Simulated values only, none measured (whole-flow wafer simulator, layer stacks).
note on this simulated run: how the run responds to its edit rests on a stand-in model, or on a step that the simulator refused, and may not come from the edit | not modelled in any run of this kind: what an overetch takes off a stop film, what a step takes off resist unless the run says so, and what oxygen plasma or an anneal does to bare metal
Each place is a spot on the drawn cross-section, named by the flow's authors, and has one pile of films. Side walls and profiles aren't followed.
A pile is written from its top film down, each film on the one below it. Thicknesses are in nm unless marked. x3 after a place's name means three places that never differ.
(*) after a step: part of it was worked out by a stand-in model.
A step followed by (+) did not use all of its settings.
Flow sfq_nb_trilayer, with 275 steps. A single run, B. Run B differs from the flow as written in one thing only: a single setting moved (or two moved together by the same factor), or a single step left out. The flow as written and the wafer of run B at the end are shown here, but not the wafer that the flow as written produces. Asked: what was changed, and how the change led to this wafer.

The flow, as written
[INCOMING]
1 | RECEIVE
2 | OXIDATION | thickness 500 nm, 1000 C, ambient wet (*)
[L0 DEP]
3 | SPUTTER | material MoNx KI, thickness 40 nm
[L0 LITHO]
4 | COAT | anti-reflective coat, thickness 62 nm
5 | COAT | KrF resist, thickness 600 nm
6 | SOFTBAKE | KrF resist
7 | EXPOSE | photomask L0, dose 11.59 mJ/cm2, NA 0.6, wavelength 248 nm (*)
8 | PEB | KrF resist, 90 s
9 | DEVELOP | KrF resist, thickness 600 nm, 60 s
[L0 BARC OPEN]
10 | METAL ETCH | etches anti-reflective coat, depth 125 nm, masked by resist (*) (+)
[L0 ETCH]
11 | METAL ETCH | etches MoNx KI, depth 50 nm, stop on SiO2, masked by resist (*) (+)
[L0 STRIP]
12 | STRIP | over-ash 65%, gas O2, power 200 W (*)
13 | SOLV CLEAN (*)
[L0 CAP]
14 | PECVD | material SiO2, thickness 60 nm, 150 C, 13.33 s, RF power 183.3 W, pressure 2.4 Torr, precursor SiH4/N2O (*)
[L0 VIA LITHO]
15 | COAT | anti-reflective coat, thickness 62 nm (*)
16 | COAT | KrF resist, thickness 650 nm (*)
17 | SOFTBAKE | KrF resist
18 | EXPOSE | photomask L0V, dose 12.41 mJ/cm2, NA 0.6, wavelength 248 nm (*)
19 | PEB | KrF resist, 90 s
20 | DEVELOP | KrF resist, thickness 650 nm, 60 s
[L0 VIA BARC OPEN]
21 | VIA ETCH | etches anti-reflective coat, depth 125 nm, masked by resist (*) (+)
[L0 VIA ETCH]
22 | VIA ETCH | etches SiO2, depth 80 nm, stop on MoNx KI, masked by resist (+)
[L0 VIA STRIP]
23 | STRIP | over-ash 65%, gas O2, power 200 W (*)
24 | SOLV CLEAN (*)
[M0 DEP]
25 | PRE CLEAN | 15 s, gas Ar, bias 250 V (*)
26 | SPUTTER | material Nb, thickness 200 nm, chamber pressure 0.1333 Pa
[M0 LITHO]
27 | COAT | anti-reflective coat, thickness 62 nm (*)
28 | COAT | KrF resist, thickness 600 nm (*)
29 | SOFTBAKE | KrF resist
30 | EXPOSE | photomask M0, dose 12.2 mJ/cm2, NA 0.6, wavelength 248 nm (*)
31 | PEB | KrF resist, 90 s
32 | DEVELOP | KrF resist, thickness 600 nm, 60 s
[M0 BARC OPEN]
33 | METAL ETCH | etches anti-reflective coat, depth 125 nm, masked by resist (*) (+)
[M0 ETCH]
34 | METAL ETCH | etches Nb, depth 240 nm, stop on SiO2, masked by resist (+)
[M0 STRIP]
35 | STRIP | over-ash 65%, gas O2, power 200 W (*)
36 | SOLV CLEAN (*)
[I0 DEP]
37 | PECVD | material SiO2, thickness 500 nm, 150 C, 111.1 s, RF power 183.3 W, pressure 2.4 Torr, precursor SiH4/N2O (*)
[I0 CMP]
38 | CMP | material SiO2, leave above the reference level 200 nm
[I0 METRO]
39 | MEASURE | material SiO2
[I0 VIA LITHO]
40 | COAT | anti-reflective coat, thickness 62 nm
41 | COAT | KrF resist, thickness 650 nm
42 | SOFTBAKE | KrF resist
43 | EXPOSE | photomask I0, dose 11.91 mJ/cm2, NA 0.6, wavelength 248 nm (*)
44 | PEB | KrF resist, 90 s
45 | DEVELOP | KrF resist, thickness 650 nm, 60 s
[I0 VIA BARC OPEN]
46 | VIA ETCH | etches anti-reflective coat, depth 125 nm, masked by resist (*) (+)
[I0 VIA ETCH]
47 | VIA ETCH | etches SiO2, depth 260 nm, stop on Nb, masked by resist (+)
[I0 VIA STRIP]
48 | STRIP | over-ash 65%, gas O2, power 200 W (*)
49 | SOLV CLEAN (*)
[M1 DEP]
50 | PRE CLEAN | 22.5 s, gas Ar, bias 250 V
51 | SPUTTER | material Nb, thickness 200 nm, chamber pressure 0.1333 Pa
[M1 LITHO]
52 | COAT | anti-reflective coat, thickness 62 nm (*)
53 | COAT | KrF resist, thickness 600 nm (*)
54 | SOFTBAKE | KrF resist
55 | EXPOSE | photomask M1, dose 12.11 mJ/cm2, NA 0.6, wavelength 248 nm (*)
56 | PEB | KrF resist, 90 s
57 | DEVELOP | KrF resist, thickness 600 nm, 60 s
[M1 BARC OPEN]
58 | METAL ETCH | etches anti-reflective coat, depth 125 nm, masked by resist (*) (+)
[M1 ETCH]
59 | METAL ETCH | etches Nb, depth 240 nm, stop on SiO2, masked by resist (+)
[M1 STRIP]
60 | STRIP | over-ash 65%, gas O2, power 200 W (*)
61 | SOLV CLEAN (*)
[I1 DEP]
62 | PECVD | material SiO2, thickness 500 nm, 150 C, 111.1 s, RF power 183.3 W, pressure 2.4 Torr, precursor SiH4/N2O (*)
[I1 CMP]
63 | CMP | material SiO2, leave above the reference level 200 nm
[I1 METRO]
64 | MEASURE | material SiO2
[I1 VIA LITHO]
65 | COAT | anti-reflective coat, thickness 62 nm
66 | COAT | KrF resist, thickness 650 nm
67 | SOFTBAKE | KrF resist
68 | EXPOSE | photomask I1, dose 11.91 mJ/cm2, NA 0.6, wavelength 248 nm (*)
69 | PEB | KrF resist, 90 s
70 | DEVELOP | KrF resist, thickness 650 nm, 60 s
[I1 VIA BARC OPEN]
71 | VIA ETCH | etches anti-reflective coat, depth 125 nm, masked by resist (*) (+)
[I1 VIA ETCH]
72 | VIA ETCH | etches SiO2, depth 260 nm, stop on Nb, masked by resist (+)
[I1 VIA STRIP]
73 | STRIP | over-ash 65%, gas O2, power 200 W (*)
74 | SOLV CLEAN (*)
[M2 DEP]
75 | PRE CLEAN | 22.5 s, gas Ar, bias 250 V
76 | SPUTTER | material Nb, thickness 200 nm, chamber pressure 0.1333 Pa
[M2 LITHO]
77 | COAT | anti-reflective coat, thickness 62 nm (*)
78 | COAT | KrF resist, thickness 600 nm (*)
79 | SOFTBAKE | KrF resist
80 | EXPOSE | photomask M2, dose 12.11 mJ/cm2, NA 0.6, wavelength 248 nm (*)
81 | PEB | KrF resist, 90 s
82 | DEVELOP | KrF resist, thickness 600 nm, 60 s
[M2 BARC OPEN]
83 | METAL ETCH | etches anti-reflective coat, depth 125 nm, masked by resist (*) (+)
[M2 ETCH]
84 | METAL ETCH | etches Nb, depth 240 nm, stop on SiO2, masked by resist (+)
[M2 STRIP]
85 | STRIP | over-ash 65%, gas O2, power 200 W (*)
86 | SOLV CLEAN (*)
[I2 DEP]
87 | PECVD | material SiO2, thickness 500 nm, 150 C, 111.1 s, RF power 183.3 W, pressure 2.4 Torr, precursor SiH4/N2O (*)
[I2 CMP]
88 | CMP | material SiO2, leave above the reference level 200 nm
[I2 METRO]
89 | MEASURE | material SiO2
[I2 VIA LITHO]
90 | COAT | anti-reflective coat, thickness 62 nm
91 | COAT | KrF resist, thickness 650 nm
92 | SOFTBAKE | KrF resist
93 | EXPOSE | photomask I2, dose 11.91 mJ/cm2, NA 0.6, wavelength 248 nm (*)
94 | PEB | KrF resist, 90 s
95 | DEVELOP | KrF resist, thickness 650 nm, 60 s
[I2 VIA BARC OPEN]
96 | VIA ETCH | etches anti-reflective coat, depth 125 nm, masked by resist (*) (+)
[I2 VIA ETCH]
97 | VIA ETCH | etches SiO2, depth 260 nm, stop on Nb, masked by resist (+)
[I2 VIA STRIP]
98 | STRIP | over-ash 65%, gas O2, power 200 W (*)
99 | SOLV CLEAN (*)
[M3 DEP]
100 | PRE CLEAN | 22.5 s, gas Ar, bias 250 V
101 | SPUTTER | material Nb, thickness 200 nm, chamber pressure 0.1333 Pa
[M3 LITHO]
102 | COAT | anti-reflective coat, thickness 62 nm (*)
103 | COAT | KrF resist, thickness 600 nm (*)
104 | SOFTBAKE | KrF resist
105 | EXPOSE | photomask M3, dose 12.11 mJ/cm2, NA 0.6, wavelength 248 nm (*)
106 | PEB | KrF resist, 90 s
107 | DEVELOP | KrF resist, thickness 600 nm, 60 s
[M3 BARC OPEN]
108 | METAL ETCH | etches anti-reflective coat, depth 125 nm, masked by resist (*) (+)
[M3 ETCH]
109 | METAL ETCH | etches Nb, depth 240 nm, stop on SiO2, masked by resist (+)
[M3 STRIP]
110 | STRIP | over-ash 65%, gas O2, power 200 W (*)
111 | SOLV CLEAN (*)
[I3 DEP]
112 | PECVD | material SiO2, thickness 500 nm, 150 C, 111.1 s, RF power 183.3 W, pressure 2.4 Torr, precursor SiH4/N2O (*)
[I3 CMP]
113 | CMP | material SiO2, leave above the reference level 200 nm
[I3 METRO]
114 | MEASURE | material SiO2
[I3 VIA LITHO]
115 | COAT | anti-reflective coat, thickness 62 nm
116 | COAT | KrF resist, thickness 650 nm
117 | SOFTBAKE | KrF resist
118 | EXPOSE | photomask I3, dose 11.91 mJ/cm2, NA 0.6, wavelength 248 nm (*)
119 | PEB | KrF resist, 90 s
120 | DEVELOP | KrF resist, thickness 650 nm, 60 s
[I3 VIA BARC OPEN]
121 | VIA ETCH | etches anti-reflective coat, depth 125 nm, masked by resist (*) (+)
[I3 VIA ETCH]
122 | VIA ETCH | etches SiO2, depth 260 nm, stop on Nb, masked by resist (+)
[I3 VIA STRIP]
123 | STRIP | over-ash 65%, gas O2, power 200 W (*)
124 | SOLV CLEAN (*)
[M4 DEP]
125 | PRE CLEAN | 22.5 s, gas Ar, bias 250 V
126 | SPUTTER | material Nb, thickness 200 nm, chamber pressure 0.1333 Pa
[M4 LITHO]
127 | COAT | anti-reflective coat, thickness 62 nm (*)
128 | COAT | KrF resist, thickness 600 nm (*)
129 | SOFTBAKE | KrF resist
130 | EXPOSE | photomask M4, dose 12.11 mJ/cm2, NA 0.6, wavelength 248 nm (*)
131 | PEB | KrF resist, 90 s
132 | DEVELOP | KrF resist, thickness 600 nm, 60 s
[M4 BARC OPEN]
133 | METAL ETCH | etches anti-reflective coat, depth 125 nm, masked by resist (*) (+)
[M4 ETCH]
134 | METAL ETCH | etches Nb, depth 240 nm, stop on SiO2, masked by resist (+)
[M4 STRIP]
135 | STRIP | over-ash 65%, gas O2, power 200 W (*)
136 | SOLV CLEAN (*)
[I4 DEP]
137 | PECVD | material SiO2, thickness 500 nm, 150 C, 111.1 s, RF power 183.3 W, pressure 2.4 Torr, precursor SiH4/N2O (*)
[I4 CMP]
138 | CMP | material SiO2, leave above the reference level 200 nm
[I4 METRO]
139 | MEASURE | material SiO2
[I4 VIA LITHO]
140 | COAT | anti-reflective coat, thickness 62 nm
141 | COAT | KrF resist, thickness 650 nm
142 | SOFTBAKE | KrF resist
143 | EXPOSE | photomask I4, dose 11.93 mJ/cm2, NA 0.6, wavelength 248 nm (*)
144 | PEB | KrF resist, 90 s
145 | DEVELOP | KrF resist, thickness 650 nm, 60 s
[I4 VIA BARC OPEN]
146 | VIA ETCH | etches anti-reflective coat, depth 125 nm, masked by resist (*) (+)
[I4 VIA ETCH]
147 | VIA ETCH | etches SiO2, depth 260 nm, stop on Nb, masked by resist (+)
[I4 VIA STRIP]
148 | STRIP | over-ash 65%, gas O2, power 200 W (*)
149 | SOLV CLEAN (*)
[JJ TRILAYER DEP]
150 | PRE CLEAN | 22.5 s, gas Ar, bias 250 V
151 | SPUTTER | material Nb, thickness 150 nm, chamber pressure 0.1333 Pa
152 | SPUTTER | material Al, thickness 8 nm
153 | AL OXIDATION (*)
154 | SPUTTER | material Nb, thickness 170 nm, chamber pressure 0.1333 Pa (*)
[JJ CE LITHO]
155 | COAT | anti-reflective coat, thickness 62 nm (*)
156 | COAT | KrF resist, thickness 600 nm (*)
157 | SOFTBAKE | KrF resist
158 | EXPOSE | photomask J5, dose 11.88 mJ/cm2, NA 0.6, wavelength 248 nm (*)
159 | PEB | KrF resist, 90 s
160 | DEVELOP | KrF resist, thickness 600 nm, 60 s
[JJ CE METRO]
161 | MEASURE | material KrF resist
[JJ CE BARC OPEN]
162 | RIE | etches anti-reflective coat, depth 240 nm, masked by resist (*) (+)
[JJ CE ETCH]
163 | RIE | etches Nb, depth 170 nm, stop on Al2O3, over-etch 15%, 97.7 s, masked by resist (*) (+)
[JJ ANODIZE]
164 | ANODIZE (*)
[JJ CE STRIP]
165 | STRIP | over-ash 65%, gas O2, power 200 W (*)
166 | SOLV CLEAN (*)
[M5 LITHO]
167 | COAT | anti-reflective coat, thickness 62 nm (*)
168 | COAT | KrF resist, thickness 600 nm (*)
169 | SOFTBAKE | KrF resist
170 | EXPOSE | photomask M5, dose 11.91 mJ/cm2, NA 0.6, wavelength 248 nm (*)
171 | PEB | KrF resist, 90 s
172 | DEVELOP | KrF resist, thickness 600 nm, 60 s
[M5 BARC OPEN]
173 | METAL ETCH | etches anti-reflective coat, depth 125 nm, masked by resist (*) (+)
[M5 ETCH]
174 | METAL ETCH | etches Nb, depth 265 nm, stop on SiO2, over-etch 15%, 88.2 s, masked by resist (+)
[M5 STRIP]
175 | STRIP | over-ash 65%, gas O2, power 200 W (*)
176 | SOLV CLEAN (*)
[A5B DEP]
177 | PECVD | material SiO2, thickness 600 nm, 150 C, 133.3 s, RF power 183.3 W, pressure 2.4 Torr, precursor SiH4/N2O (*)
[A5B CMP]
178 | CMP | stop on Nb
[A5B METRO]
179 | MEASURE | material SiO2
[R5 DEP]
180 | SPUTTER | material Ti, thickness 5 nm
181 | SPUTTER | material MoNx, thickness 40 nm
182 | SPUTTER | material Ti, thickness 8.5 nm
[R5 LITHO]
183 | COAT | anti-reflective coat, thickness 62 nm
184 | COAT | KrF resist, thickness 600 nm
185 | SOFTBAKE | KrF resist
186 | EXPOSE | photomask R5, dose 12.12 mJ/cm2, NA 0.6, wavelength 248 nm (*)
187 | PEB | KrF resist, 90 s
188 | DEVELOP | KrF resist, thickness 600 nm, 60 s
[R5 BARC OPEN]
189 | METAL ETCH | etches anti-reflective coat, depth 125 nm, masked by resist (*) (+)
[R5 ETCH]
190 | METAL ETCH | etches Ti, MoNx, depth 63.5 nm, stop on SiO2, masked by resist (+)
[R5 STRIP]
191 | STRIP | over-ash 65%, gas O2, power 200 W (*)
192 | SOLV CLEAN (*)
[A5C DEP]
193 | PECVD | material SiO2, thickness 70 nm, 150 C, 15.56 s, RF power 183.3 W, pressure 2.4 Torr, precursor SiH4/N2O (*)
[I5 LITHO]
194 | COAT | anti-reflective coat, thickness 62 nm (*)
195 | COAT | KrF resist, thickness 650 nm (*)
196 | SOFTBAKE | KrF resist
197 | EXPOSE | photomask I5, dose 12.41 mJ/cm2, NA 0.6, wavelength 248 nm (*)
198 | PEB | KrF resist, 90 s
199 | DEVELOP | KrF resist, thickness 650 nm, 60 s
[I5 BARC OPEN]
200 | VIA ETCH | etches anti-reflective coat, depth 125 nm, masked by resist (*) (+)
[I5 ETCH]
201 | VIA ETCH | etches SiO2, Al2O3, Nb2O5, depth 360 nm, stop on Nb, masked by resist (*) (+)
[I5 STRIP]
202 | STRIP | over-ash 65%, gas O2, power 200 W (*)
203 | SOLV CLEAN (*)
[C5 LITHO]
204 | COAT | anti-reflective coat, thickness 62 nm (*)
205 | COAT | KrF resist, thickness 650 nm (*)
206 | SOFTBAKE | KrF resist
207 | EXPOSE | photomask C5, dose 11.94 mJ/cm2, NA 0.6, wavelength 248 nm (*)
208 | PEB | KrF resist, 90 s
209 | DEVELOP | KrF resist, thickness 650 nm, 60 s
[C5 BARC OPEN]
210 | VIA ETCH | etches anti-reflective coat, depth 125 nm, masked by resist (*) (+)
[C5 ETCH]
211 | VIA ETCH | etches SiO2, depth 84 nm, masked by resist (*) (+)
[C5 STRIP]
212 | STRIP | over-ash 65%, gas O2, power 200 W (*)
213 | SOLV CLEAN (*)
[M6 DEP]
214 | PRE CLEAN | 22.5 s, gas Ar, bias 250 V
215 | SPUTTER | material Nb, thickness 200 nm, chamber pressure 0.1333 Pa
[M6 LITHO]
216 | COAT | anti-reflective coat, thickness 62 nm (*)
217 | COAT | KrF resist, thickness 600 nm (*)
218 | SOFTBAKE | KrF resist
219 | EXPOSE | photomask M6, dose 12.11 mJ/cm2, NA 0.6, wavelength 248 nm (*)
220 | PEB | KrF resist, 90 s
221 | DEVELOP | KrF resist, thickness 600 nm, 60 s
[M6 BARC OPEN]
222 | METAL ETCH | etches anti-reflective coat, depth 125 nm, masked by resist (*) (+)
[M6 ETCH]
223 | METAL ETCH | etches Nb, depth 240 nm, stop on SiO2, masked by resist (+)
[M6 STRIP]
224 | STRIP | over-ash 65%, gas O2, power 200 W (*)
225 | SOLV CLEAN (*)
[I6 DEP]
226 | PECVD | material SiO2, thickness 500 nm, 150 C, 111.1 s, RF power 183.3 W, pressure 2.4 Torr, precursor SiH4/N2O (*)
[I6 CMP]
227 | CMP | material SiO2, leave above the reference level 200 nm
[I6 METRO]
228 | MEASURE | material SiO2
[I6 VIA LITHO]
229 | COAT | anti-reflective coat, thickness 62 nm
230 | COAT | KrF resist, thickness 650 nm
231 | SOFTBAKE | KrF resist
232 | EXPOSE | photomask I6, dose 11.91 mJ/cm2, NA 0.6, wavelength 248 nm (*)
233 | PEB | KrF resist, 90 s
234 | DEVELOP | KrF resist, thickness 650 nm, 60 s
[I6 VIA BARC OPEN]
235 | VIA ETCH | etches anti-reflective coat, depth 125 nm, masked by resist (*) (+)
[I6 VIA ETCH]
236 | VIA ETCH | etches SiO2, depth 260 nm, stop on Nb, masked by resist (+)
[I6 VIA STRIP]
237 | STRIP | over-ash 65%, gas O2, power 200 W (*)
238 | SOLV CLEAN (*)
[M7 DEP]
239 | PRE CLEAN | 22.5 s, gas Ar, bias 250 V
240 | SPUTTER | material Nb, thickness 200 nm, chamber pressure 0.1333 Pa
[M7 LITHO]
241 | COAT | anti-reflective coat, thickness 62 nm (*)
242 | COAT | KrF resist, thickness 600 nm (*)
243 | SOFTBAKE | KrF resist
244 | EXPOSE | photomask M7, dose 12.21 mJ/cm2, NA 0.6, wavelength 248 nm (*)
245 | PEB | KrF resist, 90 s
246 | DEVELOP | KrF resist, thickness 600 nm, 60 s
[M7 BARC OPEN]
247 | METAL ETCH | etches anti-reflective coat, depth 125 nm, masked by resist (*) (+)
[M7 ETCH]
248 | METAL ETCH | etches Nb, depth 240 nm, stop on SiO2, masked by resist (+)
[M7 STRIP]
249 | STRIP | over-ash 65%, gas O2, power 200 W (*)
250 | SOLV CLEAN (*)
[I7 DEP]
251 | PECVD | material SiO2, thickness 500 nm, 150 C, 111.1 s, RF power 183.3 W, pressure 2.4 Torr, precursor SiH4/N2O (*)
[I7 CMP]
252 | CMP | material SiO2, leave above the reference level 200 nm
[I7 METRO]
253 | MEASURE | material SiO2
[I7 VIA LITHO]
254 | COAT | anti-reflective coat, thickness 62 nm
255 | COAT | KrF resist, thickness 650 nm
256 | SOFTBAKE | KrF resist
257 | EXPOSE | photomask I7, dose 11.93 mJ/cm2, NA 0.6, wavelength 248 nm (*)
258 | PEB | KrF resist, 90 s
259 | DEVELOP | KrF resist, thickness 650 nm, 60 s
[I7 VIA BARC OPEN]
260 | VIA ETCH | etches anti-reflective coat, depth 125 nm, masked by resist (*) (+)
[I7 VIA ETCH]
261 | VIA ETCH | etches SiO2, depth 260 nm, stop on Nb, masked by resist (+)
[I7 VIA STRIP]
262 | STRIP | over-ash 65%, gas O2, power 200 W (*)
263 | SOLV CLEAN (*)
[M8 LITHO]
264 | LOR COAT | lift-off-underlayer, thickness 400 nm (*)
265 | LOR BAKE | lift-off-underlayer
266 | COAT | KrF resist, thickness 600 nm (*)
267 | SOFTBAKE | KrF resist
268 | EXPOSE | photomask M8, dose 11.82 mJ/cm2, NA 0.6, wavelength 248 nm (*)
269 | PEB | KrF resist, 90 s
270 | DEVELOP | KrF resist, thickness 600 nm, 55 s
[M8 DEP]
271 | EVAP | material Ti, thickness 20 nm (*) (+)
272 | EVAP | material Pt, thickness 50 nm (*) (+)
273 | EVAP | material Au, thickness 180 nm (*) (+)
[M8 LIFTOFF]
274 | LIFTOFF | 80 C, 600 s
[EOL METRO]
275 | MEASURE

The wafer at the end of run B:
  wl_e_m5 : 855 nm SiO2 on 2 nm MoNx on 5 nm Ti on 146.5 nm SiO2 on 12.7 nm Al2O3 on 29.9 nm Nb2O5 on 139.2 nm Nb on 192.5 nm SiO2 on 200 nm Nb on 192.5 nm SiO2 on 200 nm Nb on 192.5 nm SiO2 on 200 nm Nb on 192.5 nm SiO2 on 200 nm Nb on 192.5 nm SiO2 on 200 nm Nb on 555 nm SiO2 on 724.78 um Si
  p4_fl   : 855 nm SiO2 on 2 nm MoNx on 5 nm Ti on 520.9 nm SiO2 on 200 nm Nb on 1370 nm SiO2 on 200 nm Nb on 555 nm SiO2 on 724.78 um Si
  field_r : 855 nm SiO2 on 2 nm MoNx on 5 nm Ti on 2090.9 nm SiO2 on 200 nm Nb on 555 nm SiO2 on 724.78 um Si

Cause: step 181, SPUTTER: thickness 57 nm was run, while the flow as written has thickness 40 nm.

The path from the change to this, step by step:
  181 | SPUTTER | material MoNx, thickness 40 nm
      field_l, v_sur, via_wl and 103 more: MoNx gains 57 (new film) (as written it would have been: MoNx gains 40 (new film))
  190 | METAL ETCH | etches Ti, MoNx, depth 63.5 nm, stop on SiO2, masked by resist (+)
      field_l, v_sur, via_wl and 92 more: Ti loses 8.5 (all of it), MoNx loses 55 (as written it would have been: Ti loses 8.5 (all of it), MoNx loses 40 (all of it), Ti loses 5 (all of it))
      ce_l, c5j, ce_r, wl_jj: Ti loses 8.5 (all of it), MoNx loses 55 (as written it would have been: Ti loses 8.5 (all of it), MoNx loses 40 (all of it), Ti loses 5 (all of it), Nb loses 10)
  193 | PECVD | material SiO2, thickness 70 nm, 150 C, 15.56 s, RF power 183.3 W, pressure 2.4 Torr, precursor SiH4/N2O (*)
      field_l, v_sur, via_wl and 92 more: SiO2 gains 70 (new film) (as written it would have been: SiO2 gains 70)
  194 | COAT | anti-reflective coat, thickness 62 nm (*)
      wl_j_sl, wl_j_sr: anti-reflective coat gains 62 (new film) (as written it would have been: anti-reflective coat gains 60.2 (new film))
      r5r_spacepad_l, r5r_spacepad_r: anti-reflective coat gains 88.7 (new film) (as written it would have been: anti-reflective coat gains 84.4 (new film))
      (as well as at 12 more places)
  201 | VIA ETCH | etches SiO2, Al2O3, Nb2O5, depth 360 nm, stop on Nb, masked by resist (*) (+)
      be: SiO2 loses 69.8 (all of it), MoNx loses 2 (all of it), Ti loses 5 (all of it), SiO2 loses 146.5 (all of it), Al2O3 loses 12.7 (all of it), Nb2O5 loses 29.9 (all of it) (as written it would have been: SiO2 loses 216.4 (all of it), Al2O3 loses 12.7 (all of it), Nb2O5 loses 29.9 (all of it))
  202 | STRIP | over-ash 65%, gas O2, power 200 W (*)
      wl_j_sl, wl_j_sr: KrF resist loses 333 (all of it), anti-reflective coat loses 62 (all of it) (as written it would have been: KrF resist loses 333.3 (all of it), anti-reflective coat loses 60.2 (all of it))
      r5r_spacepad_l, r5r_spacepad_r: KrF resist loses 335.9 (all of it), anti-reflective coat loses 88.7 (all of it) (as written it would have been: KrF resist loses 335.6 (all of it), anti-reflective coat loses 84.4 (all of it))
      (as well as at 12 more places)
  204 | COAT | anti-reflective coat, thickness 62 nm (*)
      wl_j_sl, wl_j_sr: anti-reflective coat gains 62 (new film) (as written it would have been: anti-reflective coat gains 60.2 (new film))
      r5r_spacepad_l, r5r_spacepad_r: anti-reflective coat gains 88.7 (new film) (as written it would have been: anti-reflective coat gains 84.4 (new film))
      (as well as at 12 more places)
  210 | VIA ETCH | etches anti-reflective coat, depth 125 nm, masked by resist (*) (+)
      c5j: anti-reflective coat loses 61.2 (all of it), SiO2 loses 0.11 (as written it would have been: anti-reflective coat loses 63.9 (all of it), SiO2 loses 0.11)
  211 | VIA ETCH | etches SiO2, depth 84 nm, masked by resist (*) (+)
      c5j: SiO2 loses 69.9 (all of it) (as written it would have been: SiO2 loses 69.9 (all of it), Nb loses 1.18)
  212 | STRIP | over-ash 65%, gas O2, power 200 W (*)
      wl_j_sl, wl_j_sr: KrF resist loses 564 (all of it), anti-reflective coat loses 62 (all of it) (as written it would have been: KrF resist loses 563.4 (all of it), anti-reflective coat loses 60.2 (all of it))
      r5r_spacepad_l, r5r_spacepad_r: KrF resist loses 566.9 (all of it), anti-reflective coat loses 88.7 (all of it) (as written it would have been: KrF resist loses 565.8 (all of it), anti-reflective coat loses 84.4 (all of it))
      (as well as at 11 more places)
  214 | PRE CLEAN | 22.5 s, gas Ar, bias 250 V
      c5j: MoNx loses 2 (all of it), Ti loses 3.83 (as written it would have been: Nb loses 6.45)
  215 | SPUTTER | material Nb, thickness 200 nm, chamber pressure 0.1333 Pa
      c5j: Nb gains 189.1 (new film) (as written it would have been: Nb gains 188.4)
  216 | COAT | anti-reflective coat, thickness 62 nm (*)
      r5r_line_l, r5r_line_c, r5r_line_r: anti-reflective coat gains 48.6 (new film) (as written it would have been: anti-reflective coat gains 50 (new film))
      wl_j_sl, wl_j_sr: anti-reflective coat gains 62 (new film) (as written it would have been: anti-reflective coat gains 60.2 (new film))
      (as well as at 12 more places)
  222 | METAL ETCH | etches anti-reflective coat, depth 125 nm, masked by resist (*) (+)
      r5r_line_l, r5r_line_c, r5r_line_r: anti-reflective coat loses 48.6 (all of it) (as written it would have been: anti-reflective coat loses 50 (all of it))
      r5r_spacepad_l, r5r_spacepad_r: anti-reflective coat loses 90.7 (all of it) (as written it would have been: anti-reflective coat loses 85.7 (all of it))
      (as well as at 1 more place)
  224 | STRIP | over-ash 65%, gas O2, power 200 W (*)
      wl_j_sl, wl_j_sr: KrF resist loses 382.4 (all of it), anti-reflective coat loses 62 (all of it) (as written it would have been: KrF resist loses 382.5 (all of it), anti-reflective coat loses 60.2 (all of it))
      jj_sur: KrF resist loses 378.6 (all of it), anti-reflective coat loses 58.6 (all of it) (as written it would have been: KrF resist loses 378.5 (all of it), anti-reflective coat loses 56.1 (all of it))
      (as well as at 8 more places)
  227 | CMP | material SiO2, leave above the reference level 200 nm
      r5r_line_l, r5r_spacepad_l, r5r_spacepad_r, r5r_line_c, r5r_line_r: SiO2 loses 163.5 (as written it would have been: SiO2 loses 153.5)
      ce_l, ce_r, wl_jj: SiO2 loses 300 (as written it would have been: SiO2 loses 290)
      (as well as at 5 more places)
If metal films that touch count as one body, wl_e_m5 has 7 bodies (between them, from the top down: SiO2 146.5 / Al2O3 12.7 / Nb2O5 29.9; SiO2 192.5; SiO2 192.5; SiO2 192.5; SiO2 192.5; SiO2 192.5); the flow as written gives 6 bodies (between them, from the top down: SiO2 192.5; SiO2 192.5; SiO2 192.5; SiO2 192.5; SiO2 192.5).
If metal films that touch count as one body, p4_fl has 3 bodies (between them, from the top down: SiO2 520.9; SiO2 1370); the flow as written gives 2 bodies (between them, from the top down: SiO2 1370).
If metal films that touch count as one body, field_r has 2 bodies (between them, from the top down: SiO2 2090.9); the flow as written gives 1 body.
